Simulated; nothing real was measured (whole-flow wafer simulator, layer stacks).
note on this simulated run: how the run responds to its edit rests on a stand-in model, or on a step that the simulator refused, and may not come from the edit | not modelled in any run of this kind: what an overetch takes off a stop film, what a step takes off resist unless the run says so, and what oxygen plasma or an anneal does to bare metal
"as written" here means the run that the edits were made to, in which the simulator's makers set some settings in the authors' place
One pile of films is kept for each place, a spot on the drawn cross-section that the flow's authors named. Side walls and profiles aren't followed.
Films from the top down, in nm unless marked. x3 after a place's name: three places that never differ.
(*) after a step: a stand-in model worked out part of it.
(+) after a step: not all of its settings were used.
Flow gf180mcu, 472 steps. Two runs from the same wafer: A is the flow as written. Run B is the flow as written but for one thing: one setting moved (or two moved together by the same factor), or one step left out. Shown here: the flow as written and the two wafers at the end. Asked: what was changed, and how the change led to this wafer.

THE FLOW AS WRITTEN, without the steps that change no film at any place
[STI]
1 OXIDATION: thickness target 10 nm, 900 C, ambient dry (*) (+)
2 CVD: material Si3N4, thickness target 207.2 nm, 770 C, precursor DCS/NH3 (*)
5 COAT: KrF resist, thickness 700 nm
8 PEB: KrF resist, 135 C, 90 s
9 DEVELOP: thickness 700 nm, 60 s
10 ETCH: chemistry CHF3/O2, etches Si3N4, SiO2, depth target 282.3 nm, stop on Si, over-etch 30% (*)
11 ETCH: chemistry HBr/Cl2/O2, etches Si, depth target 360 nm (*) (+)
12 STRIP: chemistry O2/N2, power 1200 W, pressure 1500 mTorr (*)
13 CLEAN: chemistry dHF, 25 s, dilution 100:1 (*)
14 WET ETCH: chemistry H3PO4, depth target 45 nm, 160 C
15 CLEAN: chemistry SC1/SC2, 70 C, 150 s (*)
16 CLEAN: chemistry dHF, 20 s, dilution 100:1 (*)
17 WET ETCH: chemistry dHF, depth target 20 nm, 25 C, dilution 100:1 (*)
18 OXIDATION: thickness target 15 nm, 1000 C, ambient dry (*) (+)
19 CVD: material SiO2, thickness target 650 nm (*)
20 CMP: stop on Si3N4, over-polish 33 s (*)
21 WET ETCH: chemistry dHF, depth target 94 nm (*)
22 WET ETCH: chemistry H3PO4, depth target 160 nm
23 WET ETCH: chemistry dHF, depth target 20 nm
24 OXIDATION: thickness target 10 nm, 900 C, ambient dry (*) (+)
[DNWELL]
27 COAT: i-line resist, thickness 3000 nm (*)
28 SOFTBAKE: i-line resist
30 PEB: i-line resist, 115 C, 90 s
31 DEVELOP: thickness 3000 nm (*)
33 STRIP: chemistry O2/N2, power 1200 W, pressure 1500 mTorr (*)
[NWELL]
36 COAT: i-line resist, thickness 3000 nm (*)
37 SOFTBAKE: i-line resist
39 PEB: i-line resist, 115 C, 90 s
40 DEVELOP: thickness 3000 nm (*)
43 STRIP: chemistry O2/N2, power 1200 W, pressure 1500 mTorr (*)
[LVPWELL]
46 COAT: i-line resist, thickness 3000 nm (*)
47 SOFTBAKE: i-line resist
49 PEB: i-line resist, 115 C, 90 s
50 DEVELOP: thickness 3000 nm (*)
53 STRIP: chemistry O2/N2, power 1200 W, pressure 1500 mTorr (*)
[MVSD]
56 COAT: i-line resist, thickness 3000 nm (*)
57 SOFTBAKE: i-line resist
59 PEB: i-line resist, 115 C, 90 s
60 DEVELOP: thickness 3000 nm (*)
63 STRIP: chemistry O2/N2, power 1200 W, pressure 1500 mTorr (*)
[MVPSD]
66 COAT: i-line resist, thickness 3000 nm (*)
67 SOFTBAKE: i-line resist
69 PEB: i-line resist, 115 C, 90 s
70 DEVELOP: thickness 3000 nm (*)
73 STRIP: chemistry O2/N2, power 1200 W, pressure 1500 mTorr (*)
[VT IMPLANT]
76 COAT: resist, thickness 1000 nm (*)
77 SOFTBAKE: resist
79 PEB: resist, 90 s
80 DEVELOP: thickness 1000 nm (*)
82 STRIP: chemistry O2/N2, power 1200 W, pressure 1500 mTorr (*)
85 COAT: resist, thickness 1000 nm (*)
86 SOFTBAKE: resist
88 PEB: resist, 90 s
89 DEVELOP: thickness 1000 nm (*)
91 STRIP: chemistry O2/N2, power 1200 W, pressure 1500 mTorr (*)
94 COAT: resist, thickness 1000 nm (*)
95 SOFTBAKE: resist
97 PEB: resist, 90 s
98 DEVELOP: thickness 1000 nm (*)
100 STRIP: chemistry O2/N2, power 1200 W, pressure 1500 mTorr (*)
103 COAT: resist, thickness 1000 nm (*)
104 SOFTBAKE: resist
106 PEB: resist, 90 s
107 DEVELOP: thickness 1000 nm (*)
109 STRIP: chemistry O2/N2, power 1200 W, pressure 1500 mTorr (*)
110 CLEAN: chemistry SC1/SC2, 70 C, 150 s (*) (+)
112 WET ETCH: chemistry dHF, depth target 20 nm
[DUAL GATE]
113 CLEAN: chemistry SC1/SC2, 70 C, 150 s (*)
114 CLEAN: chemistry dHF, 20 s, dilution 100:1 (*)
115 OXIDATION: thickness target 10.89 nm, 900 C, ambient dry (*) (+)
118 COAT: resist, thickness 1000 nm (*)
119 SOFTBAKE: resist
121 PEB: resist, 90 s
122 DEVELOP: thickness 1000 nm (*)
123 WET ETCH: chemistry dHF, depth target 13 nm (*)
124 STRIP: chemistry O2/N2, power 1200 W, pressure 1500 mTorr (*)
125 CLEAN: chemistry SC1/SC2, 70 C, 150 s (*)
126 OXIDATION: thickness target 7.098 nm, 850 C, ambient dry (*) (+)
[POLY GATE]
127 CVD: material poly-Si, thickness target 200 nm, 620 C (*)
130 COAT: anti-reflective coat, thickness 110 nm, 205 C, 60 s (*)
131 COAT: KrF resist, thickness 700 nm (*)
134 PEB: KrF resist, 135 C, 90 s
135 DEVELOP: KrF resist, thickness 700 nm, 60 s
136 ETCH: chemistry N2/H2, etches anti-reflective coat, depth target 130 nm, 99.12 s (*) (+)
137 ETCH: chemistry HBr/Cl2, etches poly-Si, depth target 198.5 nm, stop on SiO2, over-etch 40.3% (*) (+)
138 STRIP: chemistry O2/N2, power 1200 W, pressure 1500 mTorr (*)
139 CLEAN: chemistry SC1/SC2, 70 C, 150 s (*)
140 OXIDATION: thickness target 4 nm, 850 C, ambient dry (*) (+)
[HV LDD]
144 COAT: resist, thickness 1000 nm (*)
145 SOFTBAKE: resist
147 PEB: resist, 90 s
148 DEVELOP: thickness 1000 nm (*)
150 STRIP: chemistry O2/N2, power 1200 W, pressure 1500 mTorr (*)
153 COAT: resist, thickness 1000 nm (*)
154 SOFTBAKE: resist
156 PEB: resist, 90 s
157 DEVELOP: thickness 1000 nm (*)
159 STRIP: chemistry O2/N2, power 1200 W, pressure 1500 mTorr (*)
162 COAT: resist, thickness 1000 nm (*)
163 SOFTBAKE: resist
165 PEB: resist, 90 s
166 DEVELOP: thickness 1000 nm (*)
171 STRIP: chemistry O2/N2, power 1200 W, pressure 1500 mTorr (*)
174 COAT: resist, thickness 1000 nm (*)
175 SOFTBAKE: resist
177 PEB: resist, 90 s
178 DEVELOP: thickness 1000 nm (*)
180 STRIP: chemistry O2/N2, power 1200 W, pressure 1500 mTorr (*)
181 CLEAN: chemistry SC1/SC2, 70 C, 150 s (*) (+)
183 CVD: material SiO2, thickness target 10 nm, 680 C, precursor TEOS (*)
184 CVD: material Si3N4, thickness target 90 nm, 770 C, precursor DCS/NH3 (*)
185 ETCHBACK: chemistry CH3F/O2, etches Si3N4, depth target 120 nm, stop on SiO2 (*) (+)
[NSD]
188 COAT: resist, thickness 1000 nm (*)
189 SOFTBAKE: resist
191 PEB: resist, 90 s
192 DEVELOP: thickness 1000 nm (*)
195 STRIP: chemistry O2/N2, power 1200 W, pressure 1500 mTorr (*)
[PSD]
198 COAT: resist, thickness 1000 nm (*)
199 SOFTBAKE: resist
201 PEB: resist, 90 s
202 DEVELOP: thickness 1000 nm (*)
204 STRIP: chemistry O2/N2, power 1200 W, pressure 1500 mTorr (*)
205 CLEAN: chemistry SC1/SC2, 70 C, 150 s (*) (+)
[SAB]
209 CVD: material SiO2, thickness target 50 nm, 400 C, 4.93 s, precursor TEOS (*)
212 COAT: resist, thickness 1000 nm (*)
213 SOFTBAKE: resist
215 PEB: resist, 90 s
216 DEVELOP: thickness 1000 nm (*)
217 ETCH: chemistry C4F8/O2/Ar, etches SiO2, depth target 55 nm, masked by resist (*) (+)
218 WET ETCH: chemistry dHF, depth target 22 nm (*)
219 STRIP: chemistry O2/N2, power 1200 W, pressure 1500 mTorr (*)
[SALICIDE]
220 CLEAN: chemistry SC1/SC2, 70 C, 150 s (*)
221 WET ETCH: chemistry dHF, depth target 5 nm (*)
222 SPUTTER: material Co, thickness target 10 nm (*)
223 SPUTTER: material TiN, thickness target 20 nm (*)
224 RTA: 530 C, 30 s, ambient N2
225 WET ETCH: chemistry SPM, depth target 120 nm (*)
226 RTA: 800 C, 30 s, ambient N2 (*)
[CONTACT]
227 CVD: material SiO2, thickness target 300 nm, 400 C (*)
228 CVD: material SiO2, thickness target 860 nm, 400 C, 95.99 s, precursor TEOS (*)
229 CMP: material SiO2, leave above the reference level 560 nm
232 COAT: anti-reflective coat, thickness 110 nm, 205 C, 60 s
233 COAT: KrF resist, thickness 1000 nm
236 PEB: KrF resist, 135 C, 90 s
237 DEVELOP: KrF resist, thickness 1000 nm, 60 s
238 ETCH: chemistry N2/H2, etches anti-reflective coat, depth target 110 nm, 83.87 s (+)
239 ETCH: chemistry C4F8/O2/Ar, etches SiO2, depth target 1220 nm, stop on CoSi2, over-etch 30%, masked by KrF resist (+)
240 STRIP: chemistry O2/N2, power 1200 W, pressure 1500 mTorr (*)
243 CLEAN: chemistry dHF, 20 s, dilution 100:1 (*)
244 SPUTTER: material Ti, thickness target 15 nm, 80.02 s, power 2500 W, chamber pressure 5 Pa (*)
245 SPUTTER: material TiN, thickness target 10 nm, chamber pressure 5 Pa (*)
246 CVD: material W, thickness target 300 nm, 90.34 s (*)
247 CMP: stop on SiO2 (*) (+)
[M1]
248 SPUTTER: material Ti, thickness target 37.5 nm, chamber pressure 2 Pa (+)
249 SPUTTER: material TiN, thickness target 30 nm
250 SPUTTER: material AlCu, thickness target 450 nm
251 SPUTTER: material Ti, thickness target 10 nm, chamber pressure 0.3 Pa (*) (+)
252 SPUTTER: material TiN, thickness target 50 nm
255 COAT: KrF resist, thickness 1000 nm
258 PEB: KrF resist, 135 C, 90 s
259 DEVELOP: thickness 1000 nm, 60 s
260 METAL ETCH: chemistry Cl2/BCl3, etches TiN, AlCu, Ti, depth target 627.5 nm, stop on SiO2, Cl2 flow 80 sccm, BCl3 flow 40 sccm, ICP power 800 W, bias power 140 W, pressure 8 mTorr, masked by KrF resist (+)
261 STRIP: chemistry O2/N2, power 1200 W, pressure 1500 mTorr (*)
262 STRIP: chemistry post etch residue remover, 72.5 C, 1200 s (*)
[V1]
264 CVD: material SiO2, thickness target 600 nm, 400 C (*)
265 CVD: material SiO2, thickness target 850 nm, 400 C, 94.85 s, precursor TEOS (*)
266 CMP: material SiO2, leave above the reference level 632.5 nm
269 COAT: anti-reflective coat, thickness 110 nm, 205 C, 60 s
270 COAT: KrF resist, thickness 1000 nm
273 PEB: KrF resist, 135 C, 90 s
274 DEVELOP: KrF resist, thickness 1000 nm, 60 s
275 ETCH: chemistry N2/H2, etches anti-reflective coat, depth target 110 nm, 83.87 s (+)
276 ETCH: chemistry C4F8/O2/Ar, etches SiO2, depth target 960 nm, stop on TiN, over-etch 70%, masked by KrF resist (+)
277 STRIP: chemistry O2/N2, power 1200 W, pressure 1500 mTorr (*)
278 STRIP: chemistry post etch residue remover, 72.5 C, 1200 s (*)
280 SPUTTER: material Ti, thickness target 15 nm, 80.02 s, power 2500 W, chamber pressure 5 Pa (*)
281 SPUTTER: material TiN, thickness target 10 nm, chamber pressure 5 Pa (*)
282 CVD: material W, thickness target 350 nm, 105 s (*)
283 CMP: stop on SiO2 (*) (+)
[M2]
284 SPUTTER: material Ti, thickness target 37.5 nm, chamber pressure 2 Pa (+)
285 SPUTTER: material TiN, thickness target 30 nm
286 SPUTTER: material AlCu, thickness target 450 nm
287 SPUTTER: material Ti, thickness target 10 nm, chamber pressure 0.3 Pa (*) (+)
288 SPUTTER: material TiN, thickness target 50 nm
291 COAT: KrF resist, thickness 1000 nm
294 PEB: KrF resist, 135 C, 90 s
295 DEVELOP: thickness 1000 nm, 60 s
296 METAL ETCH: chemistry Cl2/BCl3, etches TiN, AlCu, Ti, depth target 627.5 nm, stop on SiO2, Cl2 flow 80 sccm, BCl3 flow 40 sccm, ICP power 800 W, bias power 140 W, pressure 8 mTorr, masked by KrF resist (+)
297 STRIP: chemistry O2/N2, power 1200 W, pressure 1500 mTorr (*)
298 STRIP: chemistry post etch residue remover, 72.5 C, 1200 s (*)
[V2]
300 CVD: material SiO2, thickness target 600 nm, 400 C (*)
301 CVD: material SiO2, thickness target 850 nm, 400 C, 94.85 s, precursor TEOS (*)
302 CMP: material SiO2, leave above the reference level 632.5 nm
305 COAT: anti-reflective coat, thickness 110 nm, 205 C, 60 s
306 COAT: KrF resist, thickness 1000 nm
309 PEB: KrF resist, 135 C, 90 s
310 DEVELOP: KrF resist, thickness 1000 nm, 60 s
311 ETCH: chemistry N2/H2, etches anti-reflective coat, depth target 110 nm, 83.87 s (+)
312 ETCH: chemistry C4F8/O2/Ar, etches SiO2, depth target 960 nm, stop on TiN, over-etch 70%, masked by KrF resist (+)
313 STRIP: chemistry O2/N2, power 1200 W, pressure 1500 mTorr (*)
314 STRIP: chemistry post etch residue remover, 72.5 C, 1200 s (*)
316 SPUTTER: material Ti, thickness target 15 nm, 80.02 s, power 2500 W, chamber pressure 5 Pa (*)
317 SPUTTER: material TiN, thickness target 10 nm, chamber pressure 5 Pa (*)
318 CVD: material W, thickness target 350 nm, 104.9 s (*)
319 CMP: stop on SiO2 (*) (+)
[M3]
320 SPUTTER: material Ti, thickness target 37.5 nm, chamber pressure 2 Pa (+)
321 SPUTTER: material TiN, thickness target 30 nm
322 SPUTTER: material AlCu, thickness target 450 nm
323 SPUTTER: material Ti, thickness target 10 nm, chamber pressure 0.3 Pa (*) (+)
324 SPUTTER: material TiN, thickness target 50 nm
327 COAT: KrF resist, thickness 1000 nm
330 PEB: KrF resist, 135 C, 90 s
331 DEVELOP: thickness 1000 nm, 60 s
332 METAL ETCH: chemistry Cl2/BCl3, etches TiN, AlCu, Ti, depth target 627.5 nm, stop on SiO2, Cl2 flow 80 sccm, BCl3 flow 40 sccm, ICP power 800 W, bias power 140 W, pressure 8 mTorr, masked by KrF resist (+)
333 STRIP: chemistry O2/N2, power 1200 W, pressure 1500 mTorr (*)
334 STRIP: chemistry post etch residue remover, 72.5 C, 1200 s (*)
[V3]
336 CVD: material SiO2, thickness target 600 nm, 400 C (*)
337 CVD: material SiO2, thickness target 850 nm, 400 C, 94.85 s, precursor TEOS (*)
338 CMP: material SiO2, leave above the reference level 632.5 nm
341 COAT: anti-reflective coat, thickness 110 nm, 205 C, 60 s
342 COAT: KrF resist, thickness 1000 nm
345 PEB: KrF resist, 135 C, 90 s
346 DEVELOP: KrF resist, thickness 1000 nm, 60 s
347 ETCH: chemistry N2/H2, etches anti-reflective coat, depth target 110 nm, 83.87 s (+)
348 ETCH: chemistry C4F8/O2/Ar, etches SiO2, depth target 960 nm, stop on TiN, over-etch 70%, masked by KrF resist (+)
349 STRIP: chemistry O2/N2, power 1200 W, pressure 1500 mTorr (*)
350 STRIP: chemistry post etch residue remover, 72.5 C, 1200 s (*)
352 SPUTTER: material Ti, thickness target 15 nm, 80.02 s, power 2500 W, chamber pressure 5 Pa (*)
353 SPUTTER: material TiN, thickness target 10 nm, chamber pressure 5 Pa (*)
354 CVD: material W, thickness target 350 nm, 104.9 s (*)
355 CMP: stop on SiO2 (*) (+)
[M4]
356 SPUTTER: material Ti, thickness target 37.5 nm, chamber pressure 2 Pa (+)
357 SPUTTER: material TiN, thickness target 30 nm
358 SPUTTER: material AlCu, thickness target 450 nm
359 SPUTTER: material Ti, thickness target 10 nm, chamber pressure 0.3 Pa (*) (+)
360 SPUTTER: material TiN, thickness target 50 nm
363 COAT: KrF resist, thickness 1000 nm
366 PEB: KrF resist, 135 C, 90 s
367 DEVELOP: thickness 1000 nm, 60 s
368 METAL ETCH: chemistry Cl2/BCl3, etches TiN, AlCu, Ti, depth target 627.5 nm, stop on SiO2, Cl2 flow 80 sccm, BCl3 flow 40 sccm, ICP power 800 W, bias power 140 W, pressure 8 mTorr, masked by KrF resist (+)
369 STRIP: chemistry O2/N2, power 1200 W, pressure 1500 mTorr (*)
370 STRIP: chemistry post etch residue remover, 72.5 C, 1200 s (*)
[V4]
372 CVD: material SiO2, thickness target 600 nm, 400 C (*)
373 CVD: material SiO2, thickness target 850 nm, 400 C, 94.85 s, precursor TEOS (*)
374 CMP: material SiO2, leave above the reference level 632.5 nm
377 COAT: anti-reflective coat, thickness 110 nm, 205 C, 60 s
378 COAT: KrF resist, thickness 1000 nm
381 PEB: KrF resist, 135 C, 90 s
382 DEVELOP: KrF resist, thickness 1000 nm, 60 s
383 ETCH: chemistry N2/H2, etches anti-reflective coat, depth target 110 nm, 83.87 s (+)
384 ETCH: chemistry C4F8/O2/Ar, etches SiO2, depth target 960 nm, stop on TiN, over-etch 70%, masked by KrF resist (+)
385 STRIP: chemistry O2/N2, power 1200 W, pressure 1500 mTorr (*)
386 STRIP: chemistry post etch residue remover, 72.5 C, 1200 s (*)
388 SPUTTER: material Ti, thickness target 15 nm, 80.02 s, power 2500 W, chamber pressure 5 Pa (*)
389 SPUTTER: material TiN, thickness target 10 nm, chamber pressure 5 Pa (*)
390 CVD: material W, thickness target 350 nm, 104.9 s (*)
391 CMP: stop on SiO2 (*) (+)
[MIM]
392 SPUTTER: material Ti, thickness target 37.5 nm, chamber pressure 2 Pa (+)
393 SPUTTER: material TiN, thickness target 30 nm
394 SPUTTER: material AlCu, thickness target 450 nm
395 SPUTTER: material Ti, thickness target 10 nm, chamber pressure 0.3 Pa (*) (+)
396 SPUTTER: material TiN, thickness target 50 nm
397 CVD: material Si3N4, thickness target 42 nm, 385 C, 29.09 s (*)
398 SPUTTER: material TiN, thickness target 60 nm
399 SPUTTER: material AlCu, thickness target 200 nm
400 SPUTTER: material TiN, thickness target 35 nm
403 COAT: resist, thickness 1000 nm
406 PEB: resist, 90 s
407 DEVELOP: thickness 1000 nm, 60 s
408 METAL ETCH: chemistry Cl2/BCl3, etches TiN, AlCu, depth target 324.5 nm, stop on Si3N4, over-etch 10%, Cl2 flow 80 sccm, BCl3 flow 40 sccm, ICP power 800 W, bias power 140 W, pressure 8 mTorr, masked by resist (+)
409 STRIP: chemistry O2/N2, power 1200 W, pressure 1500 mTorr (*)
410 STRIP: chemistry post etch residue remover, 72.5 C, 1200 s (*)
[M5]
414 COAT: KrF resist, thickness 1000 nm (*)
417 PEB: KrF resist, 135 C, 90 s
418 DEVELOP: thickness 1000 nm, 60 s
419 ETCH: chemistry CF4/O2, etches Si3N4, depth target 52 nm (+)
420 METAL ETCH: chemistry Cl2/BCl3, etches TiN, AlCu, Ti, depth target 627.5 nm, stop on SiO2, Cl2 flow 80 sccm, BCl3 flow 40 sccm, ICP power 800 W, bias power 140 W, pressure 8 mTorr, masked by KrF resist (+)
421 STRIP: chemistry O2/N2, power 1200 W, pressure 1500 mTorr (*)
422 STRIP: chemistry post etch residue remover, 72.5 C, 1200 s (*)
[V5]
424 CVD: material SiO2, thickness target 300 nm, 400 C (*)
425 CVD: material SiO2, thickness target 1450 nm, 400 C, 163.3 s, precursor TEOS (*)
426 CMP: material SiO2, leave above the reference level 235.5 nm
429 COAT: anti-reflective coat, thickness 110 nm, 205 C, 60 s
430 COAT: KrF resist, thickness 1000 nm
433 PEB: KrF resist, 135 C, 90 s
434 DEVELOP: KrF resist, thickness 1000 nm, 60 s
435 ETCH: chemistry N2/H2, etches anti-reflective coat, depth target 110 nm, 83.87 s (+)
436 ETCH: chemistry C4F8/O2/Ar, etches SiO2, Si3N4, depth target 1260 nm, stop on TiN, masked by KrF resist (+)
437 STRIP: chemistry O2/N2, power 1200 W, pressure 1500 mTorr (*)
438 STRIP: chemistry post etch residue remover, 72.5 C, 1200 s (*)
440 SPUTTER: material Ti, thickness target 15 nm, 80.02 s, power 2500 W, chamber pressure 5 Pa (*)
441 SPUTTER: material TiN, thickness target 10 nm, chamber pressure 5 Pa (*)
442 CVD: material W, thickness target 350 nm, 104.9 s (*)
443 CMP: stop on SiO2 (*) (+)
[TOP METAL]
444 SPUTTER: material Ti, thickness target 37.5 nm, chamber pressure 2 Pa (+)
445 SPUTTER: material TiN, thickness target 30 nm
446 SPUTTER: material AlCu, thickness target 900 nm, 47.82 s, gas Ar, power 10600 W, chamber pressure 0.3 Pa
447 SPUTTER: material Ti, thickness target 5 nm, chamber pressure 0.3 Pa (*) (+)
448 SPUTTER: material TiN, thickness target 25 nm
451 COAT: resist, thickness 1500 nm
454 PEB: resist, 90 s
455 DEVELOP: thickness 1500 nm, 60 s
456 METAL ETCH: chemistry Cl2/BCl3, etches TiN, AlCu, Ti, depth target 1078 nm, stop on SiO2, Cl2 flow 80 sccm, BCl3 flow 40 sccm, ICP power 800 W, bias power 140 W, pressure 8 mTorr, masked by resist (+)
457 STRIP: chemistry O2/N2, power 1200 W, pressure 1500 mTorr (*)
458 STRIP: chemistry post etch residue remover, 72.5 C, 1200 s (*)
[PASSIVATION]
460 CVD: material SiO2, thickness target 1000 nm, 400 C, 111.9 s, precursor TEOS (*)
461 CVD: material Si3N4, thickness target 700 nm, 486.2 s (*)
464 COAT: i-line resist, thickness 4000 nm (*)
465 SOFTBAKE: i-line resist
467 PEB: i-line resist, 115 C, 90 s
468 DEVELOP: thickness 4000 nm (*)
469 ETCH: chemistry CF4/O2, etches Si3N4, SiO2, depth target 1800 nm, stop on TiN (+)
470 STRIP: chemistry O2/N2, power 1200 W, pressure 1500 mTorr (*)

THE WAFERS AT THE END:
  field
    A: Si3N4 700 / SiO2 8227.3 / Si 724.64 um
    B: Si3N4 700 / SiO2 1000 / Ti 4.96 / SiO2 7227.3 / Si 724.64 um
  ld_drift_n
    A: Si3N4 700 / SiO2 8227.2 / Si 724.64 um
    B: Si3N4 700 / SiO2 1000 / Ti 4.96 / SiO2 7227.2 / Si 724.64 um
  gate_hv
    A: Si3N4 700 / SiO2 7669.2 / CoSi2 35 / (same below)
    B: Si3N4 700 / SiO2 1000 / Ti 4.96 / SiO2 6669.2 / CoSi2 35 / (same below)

The cause: step 446, SPUTTER: 52.24 s was run, where the flow has 47.82 s.

How the change led to this, step by step:
  446 SPUTTER: material AlCu, thickness target 900 nm, 47.82 s, gas Ar, power 10600 W, chamber pressure 0.3 Pa
      field, field__w1, field__w2 and 109 more: A AlCu +900 (new film) | B AlCu +985 (new film)
  456 METAL ETCH: chemistry Cl2/BCl3, etches TiN, AlCu, Ti, depth target 1078 nm, stop on SiO2, Cl2 flow 80 sccm, BCl3 flow 40 sccm, ICP power 800 W, bias power 140 W, pressure 8 mTorr, masked by resist (+)
      field, field__w1, field__w2 and 103 more: A TiN -25 (all of it), Ti -5 (all of it), AlCu -900 (all of it), TiN -30 (all of it), Ti -37.5 (all of it) | B TiN -25 (all of it), Ti -5 (all of it), AlCu -985 (all of it), TiN -30 (all of it), Ti -32.5
  460 CVD: material SiO2, thickness target 1000 nm, 400 C, 111.9 s, precursor TEOS (*)
      field, field__w1, field__w2 and 103 more: A SiO2 +1000 | B SiO2 +1000 (new film)
  464 COAT: i-line resist, thickness 4000 nm (*)
      field__w8: A i-line resist +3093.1 (new film) | B i-line resist +3022.9 (new film)
      contact: A i-line resist +3153.6 (new film) | B i-line resist +3063.6 (new film)
      (and at 4 more places)
  465 SOFTBAKE: i-line resist
      field__w5, field__w9: A i-line resist +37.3 | B i-line resist +33.9
      field__w11, field__w13: A i-line resist +37.9 | B i-line resist +35.2
      (and at 59 more places)
  467 PEB: i-line resist, 115 C, 90 s
      field__w8, m1__w1: A i-line resist -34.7 | B i-line resist -33.4
      contact, m1: A i-line resist -35.1 | B i-line resist -33.7
      (and at 2 more places)
  468 DEVELOP: thickness 4000 nm (*)
      pad: A i-line resist -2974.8 (all of it) | B i-line resist -2895.5 (all of it)
  470 STRIP: chemistry O2/N2, power 1200 W, pressure 1500 mTorr (*)
      field__w8, m1__w1: A i-line resist -1787.7 (all of it) | B i-line resist -1710.6 (all of it)
      contact: A i-line resist -1811.2 (all of it) | B i-line resist -1727.3 (all of it)
      (and at 2 more places)
Counting metal films that touch as one body, field has 1 body; the flow as written gives 0 bodies.
Counting metal films that touch as one body, ld_drift_n has 1 body; the flow as written gives 0 bodies.
Counting metal films that touch as one body, gate_hv has 2 bodies (between them, from the top down: SiO2 6669.2); the flow as written gives 1 body.
